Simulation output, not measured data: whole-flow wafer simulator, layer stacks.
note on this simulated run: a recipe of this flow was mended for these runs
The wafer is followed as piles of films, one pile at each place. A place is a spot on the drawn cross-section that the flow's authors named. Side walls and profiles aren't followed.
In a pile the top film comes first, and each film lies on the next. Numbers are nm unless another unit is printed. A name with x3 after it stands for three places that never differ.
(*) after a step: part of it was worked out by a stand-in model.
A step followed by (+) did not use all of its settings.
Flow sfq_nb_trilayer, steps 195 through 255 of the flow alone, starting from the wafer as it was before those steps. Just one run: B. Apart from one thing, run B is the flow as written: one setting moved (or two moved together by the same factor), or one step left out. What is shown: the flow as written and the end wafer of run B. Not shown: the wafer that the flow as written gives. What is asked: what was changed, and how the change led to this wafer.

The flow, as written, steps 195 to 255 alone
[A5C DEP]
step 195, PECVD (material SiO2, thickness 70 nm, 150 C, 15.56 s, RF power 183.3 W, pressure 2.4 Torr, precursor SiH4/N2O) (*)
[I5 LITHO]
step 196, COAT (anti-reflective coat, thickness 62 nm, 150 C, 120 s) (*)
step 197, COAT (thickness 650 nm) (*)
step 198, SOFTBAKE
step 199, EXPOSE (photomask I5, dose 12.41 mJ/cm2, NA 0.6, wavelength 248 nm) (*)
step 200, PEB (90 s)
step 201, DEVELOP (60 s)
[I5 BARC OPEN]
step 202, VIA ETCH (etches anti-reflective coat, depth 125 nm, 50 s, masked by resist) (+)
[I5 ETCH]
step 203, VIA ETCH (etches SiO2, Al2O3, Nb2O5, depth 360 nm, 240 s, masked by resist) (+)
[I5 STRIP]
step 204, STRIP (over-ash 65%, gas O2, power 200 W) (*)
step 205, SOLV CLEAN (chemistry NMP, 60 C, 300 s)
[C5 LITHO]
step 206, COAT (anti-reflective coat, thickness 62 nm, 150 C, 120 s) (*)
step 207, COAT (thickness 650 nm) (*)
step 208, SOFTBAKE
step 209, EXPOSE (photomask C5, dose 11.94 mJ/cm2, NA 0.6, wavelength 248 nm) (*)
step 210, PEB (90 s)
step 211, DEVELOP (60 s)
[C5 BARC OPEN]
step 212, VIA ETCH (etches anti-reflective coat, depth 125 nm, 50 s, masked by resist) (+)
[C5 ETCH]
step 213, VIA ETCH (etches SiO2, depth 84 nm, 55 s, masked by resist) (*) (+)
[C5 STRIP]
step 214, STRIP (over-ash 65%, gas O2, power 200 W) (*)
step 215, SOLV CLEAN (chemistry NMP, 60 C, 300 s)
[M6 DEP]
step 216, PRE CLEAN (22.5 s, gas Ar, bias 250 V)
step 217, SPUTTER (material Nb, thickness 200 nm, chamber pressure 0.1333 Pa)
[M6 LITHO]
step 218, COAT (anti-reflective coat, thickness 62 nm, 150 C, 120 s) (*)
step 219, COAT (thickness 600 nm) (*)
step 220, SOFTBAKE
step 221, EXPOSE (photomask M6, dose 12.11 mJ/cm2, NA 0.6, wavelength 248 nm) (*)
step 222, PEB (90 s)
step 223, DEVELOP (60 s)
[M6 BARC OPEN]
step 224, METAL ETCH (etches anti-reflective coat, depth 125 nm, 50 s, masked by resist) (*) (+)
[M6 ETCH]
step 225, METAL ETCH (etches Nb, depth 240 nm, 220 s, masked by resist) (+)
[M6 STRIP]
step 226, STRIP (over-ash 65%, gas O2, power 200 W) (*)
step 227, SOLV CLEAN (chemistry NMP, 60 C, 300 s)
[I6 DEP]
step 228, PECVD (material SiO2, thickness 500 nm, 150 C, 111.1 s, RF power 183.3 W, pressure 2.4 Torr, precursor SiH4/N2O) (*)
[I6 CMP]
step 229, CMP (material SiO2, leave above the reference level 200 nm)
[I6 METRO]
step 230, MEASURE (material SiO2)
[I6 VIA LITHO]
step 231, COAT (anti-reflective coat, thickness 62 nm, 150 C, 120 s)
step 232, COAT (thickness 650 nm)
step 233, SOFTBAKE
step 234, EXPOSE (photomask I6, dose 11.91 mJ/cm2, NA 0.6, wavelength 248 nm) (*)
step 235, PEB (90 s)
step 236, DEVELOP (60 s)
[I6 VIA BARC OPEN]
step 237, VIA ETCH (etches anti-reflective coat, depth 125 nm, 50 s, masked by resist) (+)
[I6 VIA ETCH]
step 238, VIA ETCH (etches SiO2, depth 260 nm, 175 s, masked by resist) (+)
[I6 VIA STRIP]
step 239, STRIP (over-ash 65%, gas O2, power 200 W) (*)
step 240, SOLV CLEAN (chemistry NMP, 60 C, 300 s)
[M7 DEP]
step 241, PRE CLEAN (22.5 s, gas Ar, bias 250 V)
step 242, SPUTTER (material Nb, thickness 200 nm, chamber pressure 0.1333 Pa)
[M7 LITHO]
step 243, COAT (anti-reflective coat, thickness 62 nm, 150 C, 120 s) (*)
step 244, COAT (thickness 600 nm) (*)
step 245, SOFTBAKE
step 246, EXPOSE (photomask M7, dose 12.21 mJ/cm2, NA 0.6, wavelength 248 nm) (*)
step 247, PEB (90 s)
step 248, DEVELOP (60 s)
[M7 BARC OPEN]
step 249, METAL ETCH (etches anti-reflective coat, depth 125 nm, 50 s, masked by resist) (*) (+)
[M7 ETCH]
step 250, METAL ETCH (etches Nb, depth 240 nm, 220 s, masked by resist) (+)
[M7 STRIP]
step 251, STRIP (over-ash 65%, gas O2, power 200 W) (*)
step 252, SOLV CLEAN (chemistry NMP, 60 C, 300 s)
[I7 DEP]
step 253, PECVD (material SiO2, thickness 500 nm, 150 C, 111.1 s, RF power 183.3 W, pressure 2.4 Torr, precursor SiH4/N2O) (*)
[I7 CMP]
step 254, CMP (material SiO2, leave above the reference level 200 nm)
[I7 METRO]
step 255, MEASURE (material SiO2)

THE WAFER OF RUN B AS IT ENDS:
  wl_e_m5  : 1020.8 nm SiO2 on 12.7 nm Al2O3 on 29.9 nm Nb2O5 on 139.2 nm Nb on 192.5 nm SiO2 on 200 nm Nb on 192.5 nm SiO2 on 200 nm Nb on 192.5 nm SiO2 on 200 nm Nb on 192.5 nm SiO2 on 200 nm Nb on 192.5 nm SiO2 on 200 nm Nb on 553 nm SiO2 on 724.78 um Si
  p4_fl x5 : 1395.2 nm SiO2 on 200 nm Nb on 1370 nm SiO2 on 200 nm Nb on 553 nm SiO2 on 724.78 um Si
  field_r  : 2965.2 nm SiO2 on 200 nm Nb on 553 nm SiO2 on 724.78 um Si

The reason: step 195, PECVD: 20.22 s was run, whereas the flow has 15.56 s.

How this came from the change, step by step:
  step 195, PECVD (material SiO2, thickness 70 nm, 150 C, 15.56 s, RF power 183.3 W, pressure 2.4 Torr, precursor SiH4/N2O) (*)
      field_l, v_sur, via_wl and 92 more: SiO2 gains 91 (as written it would have been: SiO2 gains 70)
      ce_l, c5j, ce_r and 8 more: SiO2 gains 91 (new film) (as written it would have been: SiO2 gains 70 (new film))
  step 196, COAT (anti-reflective coat, thickness 62 nm, 150 C, 120 s) (*)
      r5r_line_l, r5r_line_c, r5r_line_r: anti-reflective coat gains 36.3 (new film) (as written it would have been: anti-reflective coat gains 35.5 (new film))
  step 203, VIA ETCH (etches SiO2, Al2O3, Nb2O5, depth 360 nm, 240 s, masked by resist) (+)
      be: SiO2 loses 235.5 (all of it), Al2O3 loses 12.7 (all of it), Nb2O5 loses 29.9 (all of it), Nb loses 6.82 (as written it would have been: SiO2 loses 214.5 (all of it), Al2O3 loses 12.7 (all of it), Nb2O5 loses 29.9 (all of it), Nb loses 8.57)
  step 204, STRIP (over-ash 65%, gas O2, power 200 W) (*)
      r5r_line_l, r5r_line_c, r5r_line_r: KrF-resist-other-grade loses 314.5 (all of it), anti-reflective coat loses 36.3 (all of it) (as written it would have been: KrF-resist-other-grade loses 314.5 (all of it), anti-reflective coat loses 35.5 (all of it))
  step 206, COAT (anti-reflective coat, thickness 62 nm, 150 C, 120 s) (*)
      r5r_line_l, r5r_line_c, r5r_line_r: anti-reflective coat gains 36.3 (new film) (as written it would have been: anti-reflective coat gains 35.5 (new film))
      be: anti-reflective coat gains 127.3 (new film) (as written it would have been: anti-reflective coat gains 124.3 (new film))
  step 213, VIA ETCH (etches SiO2, depth 84 nm, 55 s, masked by resist) (*) (+)
      c5j: SiO2 loses 84 (as written it would have been: SiO2 loses 69.7 (all of it), Nb loses 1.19)
      res: SiO2 loses 84 (as written it would have been: SiO2 loses 69.7 (all of it), Ti loses 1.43)
  step 214, STRIP (over-ash 65%, gas O2, power 200 W) (*)
      r5r_line_l, r5r_line_c, r5r_line_r: KrF-resist-other-grade loses 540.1 (all of it), anti-reflective coat loses 36.3 (all of it) (as written it would have been: KrF-resist-other-grade loses 540 (all of it), anti-reflective coat loses 35.5 (all of it))
      be: KrF-resist-other-grade loses 719.5 (all of it), anti-reflective coat loses 127.3 (all of it) (as written it would have been: KrF-resist-other-grade loses 705.8 (all of it), anti-reflective coat loses 124.3 (all of it))
  step 216, PRE CLEAN (22.5 s, gas Ar, bias 250 V)
      c5j: SiO2 loses 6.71 (all of it), Nb loses 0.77 (as written it would have been: Nb loses 6.45)
      res: SiO2 loses 6.63 (all of it), Ti loses 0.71 (as written it would have been: Ti loses 4.53)
  step 217, SPUTTER (material Nb, thickness 200 nm, chamber pressure 0.1333 Pa)
      be: Nb gains 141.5 (as written it would have been: Nb gains 145.8)
      c5j: Nb gains 183.2 (as written it would have been: Nb gains 188.4)
  step 218, COAT (anti-reflective coat, thickness 62 nm, 150 C, 120 s) (*)
      be: anti-reflective coat gains 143 (new film) (as written it would have been: anti-reflective coat gains 139.6 (new film))
      jj_sur: anti-reflective coat gains 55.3 (new film) (as written it would have been: anti-reflective coat gains 57.9 (new film))
      (as well as at 7 more places)
  step 219, COAT (thickness 600 nm) (*)
      be: KrF-resist-other-grade gains 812 (new film) (as written it would have been: KrF-resist-other-grade gains 795.2 (new film))
  step 226, STRIP (over-ash 65%, gas O2, power 200 W) (*)
      be: KrF-resist-other-grade loses 576.1 (all of it), anti-reflective coat loses 143 (all of it) (as written it would have been: KrF-resist-other-grade loses 559.4 (all of it), anti-reflective coat loses 139.6 (all of it))
      jj_sur: KrF-resist-other-grade loses 362.4 (all of it), anti-reflective coat loses 55.3 (all of it) (as written it would have been: KrF-resist-other-grade loses 361.7 (all of it), anti-reflective coat loses 57.9 (all of it))
      (as well as at 7 more places)
  step 228, PECVD (material SiO2, thickness 500 nm, 150 C, 111.1 s, RF power 183.3 W, pressure 2.4 Torr, precursor SiH4/N2O) (*)
      be: SiO2 gains 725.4 (new film) (as written it would have been: SiO2 gains 702 (new film))
      c5j: SiO2 gains 534 (new film) (as written it would have been: SiO2 gains 514.7 (new film))
  step 229, CMP (material SiO2, leave above the reference level 200 nm)
      res: SiO2 loses 260.4 (as written it would have been: SiO2 loses 279.3)
